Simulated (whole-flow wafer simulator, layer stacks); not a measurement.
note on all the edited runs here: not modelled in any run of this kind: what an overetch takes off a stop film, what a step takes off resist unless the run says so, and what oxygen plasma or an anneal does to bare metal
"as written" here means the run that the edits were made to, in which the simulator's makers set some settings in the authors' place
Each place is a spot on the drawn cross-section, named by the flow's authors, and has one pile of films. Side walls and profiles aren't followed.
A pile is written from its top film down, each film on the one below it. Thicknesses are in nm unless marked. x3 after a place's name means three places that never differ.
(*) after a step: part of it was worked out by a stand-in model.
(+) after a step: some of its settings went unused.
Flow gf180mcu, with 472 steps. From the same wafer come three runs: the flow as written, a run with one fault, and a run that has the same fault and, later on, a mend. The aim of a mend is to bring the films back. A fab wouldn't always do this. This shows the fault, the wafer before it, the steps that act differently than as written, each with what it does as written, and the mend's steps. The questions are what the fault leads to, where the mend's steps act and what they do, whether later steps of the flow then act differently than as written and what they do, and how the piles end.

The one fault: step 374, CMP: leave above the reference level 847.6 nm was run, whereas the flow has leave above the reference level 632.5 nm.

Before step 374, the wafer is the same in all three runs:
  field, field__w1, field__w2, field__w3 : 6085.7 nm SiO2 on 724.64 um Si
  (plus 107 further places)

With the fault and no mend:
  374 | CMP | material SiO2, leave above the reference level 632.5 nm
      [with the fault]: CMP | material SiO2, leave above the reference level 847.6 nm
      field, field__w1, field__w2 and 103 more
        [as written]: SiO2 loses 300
        [with the fault]: SiO2 loses 84.9
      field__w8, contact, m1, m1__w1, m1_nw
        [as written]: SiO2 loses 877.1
        [with the fault]: SiO2 loses 662
  Steps later in the flow that act otherwise than as written:
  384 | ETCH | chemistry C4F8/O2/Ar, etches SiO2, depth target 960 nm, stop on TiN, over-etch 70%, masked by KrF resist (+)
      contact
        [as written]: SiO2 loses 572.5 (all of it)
        [with the fault]: SiO2 loses 787.6 (all of it)
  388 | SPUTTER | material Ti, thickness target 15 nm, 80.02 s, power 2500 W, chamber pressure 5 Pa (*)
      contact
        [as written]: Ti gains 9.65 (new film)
        [with the fault]: Ti gains 8.52 (new film)
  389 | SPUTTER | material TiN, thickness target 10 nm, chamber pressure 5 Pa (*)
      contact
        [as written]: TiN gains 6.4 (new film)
        [with the fault]: TiN gains 5.65 (new film)
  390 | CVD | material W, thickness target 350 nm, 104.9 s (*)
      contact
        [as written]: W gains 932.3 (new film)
        [with the fault]: W gains 1149.3 (new film)
  The piles end different from the flow's at field, field__w1, field__w2 and 109 more by more than 2% or 0.5 nm, whichever is larger.
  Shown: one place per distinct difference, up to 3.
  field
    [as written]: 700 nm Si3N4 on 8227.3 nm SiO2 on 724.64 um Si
    [with the fault]: 700 nm Si3N4 on 8442.4 nm SiO2 on 724.64 um Si
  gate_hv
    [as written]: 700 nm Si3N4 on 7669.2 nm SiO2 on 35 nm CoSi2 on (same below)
    [with the fault]: 700 nm Si3N4 on 7884.3 nm SiO2 on 35 nm CoSi2 on (same below)
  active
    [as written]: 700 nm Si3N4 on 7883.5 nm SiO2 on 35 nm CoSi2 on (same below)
    [with the fault]: 700 nm Si3N4 on 8098.6 nm SiO2 on 35 nm CoSi2 on (same below)

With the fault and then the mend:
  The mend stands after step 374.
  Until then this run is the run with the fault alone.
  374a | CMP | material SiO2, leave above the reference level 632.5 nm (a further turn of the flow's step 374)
      field, field__w1, field__w2 and 108 more
        SiO2 loses 215.1
  Later steps of the flow that are run all act as written at every place that is followed.
  By the end, the piles equal the flow's at every place that both follow.
